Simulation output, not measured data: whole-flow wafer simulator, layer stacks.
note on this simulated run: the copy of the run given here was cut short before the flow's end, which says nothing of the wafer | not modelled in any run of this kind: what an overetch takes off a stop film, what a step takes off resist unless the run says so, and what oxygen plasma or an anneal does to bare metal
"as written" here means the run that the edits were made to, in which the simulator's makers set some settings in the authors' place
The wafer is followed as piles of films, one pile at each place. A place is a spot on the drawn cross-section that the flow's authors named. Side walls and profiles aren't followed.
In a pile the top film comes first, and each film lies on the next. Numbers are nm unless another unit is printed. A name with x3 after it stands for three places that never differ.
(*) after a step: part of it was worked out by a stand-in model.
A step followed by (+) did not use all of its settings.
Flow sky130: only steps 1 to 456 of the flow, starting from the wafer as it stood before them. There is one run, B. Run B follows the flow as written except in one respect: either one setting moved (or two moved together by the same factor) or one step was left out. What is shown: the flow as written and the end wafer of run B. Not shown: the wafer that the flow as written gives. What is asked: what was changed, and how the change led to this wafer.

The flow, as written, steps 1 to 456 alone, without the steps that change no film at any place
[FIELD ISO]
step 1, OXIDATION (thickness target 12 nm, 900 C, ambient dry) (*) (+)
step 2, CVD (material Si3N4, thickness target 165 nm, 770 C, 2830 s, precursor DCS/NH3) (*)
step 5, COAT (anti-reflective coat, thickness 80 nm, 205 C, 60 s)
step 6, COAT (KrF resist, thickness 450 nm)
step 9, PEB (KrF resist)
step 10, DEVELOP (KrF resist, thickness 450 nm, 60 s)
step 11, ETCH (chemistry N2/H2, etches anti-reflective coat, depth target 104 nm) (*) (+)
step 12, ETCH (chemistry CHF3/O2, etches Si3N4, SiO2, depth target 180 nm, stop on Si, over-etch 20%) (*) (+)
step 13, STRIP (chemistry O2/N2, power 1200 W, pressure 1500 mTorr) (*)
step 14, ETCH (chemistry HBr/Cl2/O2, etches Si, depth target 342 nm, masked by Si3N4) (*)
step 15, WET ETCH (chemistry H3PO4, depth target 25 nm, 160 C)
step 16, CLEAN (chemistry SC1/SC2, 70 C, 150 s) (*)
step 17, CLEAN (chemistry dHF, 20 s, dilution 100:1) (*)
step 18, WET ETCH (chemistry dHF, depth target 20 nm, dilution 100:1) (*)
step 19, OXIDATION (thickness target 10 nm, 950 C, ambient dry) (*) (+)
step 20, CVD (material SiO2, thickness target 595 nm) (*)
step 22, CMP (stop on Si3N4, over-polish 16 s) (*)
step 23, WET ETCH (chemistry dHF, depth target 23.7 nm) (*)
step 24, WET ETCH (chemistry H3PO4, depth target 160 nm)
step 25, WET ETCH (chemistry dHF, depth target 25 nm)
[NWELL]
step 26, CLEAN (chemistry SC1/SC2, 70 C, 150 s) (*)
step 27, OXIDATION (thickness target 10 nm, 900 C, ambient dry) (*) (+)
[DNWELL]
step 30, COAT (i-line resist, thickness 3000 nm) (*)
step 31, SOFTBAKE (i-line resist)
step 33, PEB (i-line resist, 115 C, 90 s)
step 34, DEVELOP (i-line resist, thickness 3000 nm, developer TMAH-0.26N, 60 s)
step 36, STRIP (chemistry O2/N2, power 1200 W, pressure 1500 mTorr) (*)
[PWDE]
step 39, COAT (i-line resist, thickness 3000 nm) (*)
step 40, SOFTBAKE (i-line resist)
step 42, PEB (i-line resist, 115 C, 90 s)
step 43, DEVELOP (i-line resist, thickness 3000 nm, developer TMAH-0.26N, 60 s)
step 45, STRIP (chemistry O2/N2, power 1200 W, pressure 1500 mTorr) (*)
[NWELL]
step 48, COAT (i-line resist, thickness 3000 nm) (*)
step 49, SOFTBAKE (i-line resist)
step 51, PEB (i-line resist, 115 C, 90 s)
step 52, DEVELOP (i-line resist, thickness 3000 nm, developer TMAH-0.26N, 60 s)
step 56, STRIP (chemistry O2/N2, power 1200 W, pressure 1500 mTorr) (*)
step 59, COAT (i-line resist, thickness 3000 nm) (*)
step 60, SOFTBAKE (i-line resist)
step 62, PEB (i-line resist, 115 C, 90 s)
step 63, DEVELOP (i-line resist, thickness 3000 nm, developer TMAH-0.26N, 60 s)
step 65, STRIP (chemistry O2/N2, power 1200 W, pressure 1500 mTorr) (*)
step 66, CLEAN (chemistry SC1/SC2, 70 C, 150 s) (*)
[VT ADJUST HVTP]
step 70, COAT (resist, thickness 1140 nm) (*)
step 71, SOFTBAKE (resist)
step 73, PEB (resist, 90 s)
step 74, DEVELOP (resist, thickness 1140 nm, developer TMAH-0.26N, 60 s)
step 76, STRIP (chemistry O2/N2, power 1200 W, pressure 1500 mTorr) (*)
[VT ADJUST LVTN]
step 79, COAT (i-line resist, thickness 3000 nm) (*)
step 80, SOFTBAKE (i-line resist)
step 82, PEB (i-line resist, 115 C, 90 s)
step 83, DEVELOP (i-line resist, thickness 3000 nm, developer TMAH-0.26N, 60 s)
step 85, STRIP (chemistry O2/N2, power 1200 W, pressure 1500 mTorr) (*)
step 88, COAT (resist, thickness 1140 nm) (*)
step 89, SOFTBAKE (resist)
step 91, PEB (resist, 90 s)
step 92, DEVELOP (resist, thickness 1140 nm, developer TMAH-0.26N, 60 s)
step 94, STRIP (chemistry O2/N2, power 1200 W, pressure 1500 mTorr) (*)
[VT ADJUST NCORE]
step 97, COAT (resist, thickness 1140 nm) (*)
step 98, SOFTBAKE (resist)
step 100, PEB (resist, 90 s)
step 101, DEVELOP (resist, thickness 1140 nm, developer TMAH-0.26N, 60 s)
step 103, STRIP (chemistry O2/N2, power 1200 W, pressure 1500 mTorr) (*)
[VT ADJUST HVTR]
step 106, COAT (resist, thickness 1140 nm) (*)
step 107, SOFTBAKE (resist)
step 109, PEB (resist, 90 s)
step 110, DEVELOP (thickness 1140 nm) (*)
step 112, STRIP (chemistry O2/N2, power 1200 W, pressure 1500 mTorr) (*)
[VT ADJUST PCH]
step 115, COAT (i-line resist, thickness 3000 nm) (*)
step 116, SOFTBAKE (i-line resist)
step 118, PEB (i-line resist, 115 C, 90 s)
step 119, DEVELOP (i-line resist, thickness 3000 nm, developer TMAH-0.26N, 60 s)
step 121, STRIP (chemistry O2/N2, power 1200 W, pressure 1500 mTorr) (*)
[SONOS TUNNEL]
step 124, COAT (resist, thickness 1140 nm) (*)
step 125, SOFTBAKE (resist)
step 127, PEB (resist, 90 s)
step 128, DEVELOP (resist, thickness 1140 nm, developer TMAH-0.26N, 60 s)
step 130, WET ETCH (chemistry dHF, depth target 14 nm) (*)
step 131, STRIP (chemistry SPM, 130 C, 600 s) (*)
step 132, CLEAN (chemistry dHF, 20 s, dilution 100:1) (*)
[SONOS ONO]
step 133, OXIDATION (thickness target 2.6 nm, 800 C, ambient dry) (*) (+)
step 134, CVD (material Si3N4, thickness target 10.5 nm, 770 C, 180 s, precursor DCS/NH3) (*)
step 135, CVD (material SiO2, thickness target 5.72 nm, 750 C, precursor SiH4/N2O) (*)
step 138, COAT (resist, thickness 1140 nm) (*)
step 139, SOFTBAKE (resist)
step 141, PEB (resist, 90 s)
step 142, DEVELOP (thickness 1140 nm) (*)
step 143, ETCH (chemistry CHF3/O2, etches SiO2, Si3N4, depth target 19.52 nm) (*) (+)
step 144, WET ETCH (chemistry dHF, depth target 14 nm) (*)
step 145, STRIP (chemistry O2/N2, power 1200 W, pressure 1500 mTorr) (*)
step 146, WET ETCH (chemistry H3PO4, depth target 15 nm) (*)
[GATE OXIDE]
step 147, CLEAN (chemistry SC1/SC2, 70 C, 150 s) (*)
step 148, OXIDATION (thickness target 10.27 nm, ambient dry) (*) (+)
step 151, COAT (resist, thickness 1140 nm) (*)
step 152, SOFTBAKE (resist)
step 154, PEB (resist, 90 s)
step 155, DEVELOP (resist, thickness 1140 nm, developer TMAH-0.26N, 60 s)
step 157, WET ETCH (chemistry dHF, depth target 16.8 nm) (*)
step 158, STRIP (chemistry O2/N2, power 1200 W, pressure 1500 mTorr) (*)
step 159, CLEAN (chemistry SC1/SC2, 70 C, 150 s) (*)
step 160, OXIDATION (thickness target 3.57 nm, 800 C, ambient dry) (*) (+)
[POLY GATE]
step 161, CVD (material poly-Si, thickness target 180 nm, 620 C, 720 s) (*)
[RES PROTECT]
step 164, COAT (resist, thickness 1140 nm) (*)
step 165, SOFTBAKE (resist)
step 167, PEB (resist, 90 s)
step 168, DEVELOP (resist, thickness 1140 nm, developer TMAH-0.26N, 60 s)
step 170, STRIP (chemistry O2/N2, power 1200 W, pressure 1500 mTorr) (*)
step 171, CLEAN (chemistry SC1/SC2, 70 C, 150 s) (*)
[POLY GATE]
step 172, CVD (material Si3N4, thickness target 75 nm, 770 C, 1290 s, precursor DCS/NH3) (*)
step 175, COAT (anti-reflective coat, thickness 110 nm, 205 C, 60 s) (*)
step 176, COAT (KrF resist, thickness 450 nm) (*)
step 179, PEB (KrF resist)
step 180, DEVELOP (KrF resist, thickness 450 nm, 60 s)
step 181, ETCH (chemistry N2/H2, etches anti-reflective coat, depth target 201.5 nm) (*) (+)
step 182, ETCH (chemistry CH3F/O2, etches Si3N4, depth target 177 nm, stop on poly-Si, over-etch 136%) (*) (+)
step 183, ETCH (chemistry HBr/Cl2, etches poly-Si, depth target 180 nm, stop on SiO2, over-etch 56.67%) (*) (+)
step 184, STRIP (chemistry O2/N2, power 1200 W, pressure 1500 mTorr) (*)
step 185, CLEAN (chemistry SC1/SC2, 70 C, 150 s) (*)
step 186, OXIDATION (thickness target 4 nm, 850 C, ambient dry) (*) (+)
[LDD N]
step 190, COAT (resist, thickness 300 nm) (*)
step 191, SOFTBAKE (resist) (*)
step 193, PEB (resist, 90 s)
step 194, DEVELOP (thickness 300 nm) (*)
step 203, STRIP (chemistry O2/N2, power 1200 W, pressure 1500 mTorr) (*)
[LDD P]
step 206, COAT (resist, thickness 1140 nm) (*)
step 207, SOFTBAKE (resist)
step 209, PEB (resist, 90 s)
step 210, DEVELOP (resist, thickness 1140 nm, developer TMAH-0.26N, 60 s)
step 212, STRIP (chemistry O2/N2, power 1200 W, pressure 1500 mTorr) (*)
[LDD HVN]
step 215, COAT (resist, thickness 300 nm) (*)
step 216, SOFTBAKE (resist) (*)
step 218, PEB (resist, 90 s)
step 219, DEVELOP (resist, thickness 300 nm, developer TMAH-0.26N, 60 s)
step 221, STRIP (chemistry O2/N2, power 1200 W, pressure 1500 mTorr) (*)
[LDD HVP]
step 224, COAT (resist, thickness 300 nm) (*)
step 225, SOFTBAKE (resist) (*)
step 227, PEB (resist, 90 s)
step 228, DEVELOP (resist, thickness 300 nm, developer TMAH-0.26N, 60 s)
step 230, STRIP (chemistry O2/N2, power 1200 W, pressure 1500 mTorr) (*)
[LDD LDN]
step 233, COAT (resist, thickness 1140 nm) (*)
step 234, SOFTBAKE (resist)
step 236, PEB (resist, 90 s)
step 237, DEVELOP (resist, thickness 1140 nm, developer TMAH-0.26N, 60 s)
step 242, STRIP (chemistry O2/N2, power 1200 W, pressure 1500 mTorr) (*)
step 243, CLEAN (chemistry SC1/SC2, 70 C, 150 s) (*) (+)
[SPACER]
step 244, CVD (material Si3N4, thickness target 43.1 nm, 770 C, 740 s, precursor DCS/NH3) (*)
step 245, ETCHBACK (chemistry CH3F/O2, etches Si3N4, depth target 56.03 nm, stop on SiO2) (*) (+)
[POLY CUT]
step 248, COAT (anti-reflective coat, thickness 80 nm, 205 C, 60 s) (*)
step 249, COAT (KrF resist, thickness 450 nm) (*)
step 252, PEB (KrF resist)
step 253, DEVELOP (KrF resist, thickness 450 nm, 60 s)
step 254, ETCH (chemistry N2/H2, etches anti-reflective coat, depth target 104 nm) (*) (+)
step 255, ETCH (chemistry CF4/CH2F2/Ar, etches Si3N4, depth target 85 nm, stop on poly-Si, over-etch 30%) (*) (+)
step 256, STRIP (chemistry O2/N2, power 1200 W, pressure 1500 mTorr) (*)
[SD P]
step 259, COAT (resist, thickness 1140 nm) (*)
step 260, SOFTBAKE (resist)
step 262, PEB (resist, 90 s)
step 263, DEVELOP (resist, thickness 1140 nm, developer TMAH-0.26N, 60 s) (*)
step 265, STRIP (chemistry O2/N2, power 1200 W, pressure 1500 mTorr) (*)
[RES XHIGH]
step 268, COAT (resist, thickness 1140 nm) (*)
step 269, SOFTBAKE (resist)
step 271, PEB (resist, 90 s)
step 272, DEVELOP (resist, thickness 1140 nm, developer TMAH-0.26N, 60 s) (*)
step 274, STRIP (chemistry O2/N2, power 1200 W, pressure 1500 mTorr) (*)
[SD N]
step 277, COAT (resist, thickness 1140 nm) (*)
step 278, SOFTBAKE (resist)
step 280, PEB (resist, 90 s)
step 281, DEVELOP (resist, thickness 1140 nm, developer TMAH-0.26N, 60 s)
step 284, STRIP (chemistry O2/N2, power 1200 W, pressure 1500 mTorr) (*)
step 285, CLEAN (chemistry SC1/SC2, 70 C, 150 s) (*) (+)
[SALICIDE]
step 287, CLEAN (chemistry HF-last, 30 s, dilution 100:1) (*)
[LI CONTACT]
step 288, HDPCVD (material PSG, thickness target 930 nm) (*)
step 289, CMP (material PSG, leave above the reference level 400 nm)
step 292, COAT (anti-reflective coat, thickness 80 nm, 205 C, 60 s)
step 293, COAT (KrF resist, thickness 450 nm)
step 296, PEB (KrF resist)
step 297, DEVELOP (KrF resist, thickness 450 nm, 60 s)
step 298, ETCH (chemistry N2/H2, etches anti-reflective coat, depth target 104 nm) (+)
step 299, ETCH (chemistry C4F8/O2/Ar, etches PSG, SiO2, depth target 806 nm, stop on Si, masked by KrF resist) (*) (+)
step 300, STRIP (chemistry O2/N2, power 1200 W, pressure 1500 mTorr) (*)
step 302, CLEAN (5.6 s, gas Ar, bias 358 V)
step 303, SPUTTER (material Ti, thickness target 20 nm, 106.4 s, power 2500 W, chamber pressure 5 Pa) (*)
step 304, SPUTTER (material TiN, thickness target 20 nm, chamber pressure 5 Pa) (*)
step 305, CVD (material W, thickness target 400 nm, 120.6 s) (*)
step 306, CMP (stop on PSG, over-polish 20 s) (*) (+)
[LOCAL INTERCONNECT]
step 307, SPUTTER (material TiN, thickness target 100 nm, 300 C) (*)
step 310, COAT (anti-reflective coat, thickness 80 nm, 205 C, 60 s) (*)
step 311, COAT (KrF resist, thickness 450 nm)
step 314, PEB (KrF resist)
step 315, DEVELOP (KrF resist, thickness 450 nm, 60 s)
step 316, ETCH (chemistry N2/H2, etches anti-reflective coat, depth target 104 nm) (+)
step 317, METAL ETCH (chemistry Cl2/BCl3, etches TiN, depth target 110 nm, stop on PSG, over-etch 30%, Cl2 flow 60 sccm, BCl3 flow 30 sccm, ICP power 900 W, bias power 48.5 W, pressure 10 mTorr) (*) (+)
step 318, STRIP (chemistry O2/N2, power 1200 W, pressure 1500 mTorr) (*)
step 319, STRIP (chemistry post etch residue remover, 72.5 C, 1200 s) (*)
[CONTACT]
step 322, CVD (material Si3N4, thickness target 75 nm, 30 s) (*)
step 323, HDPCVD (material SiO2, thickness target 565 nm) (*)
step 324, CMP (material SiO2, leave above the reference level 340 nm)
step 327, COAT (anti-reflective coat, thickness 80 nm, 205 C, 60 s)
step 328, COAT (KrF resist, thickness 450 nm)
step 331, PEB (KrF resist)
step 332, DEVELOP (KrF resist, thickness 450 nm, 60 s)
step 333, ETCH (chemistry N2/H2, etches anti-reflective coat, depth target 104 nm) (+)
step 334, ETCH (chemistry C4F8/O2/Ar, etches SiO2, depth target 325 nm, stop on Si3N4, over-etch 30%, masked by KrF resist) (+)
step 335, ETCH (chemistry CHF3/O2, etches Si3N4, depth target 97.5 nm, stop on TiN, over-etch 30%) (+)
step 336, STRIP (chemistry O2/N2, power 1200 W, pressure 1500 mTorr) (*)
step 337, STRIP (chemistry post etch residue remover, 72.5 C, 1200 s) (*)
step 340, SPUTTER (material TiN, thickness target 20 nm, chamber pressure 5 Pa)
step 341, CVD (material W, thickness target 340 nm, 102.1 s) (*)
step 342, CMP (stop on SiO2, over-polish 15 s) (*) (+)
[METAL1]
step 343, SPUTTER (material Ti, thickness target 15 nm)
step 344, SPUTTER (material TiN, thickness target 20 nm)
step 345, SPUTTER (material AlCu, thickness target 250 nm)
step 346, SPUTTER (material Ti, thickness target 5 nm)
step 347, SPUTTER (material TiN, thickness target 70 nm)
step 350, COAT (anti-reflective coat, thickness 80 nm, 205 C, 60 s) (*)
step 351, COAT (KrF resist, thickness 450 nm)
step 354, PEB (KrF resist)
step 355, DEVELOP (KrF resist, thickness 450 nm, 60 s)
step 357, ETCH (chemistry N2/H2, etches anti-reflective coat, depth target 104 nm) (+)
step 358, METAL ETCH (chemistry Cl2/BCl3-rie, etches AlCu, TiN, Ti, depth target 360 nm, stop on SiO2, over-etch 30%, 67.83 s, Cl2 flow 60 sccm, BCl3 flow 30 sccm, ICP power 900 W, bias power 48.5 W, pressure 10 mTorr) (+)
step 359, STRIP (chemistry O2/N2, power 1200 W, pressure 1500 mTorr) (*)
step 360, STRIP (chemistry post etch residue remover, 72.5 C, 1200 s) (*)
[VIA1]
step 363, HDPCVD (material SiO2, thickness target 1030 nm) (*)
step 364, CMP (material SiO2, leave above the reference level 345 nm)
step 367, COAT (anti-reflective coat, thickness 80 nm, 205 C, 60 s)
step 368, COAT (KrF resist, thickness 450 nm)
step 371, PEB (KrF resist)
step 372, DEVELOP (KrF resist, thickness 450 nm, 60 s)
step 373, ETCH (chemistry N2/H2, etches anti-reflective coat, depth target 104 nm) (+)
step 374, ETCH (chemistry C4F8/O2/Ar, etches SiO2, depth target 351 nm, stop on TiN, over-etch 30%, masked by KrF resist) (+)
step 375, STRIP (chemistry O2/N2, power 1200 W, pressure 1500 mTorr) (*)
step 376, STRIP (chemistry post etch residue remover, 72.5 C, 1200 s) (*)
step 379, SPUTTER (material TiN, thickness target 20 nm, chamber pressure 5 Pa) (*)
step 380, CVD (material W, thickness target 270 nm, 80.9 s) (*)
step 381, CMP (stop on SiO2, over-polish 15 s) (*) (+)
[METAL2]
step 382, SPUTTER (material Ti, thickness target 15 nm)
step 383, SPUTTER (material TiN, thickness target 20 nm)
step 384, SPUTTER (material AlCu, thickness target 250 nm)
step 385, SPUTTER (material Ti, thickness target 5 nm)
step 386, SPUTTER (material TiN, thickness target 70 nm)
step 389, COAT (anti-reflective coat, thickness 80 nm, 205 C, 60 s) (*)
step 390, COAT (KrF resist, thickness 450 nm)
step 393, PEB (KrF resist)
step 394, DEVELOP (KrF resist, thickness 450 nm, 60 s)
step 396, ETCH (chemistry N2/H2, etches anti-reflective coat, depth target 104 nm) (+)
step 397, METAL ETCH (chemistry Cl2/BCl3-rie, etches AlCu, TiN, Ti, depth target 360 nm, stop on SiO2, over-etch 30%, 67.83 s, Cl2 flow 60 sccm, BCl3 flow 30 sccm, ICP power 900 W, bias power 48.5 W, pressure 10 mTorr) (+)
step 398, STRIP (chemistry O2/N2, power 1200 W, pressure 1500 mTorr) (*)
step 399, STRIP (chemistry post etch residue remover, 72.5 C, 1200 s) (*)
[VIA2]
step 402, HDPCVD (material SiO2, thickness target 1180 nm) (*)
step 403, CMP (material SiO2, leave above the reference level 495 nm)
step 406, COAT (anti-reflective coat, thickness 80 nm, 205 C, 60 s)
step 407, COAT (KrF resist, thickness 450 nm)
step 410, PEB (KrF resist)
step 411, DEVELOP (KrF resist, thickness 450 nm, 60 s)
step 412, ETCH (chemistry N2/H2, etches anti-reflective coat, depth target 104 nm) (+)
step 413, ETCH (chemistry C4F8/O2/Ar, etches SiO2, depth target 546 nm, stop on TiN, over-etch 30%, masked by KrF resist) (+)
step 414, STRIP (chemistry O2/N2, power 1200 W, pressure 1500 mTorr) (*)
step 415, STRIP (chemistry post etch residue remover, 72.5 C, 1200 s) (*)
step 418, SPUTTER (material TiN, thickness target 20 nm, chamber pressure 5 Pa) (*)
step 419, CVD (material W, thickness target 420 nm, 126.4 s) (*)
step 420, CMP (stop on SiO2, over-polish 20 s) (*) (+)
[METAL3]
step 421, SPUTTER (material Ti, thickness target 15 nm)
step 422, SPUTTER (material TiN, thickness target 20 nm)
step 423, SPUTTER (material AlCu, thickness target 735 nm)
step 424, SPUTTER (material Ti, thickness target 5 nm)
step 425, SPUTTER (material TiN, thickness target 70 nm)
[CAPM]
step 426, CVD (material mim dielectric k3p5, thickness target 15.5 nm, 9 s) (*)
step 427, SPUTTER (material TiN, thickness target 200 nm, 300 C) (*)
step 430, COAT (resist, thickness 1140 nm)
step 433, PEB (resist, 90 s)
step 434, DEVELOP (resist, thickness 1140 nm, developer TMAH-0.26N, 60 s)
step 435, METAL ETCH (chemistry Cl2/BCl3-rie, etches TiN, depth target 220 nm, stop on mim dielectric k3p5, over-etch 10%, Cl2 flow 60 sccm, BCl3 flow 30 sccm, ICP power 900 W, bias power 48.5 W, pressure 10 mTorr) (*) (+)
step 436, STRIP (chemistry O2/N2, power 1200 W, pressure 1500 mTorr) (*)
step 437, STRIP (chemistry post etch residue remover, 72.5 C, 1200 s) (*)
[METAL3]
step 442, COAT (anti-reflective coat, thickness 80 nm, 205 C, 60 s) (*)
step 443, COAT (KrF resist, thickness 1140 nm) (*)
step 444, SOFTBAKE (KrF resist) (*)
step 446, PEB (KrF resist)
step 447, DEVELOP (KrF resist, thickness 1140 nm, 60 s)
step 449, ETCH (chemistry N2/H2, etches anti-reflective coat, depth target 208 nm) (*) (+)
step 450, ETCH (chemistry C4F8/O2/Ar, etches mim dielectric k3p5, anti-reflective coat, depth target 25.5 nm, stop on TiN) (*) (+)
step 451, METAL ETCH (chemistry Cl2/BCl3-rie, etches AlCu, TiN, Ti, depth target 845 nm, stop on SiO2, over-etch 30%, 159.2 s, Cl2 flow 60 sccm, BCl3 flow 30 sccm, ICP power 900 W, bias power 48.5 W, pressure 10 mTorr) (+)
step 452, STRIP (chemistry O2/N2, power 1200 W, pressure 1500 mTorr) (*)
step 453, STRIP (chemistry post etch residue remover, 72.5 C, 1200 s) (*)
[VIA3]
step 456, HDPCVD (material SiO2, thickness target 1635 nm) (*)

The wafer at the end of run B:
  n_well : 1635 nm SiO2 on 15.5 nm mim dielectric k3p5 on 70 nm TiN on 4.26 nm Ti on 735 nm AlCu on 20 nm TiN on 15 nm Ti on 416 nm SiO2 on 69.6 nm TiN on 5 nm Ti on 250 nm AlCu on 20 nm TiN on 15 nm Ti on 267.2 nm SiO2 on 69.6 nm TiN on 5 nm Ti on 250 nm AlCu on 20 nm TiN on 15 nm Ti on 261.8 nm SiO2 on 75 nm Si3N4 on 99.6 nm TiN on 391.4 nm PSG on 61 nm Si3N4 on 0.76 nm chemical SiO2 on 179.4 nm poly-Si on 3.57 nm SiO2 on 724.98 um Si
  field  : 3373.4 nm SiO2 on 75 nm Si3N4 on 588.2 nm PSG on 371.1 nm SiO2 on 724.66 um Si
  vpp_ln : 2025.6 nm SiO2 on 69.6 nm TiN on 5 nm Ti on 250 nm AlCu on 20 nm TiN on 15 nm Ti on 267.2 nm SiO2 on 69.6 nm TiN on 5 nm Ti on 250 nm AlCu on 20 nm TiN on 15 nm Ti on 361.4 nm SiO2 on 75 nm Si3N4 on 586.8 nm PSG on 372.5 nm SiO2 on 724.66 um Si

Cause: step 424, SPUTTER: thickness target 4.26 nm was run, though the flow has thickness target 5 nm.
One can read it off the wafer: n_well has Ti 4.26, and step 424 as written asks for 5 nm.

Step by step, how the change led to this:
  step 424, SPUTTER (material Ti, thickness target 5 nm)
      field, active, n_well and 188 more: Ti gains 4.26 (new film) (in the flow as written it would be: Ti gains 5 (new film))
  step 451, METAL ETCH (chemistry Cl2/BCl3-rie, etches AlCu, TiN, Ti, depth target 845 nm, stop on SiO2, over-etch 30%, 159.2 s, Cl2 flow 60 sccm, BCl3 flow 30 sccm, ICP power 900 W, bias power 48.5 W, pressure 10 mTorr) (+)
      field, active, gate and 69 more: TiN loses 70 (all of it), Ti loses 4.26 (all of it), AlCu loses 735 (all of it), TiN loses 20 (all of it), Ti loses 15 (all of it), SiO2 loses 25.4 (in the flow as written it would be: TiN loses 70 (all of it), Ti loses 5 (all of it), AlCu loses 735 (all of it), TiN loses 20 (all of it), Ti loses 15 (all of it), SiO2 loses 25.4)
      vpp_ln, vpp_iso2, ndiff_ln and 10 more: TiN loses 70 (all of it), Ti loses 4.26 (all of it), AlCu loses 735 (all of it), TiN loses 20 (all of it), Ti loses 15 (all of it), SiO2 loses 25.4 (in the flow as written it would be: TiN loses 70 (all of it), Ti loses 5 (all of it), AlCu loses 735 (all of it), TiN loses 20 (all of it), Ti loses 15 (all of it), SiO2 loses 25.3)
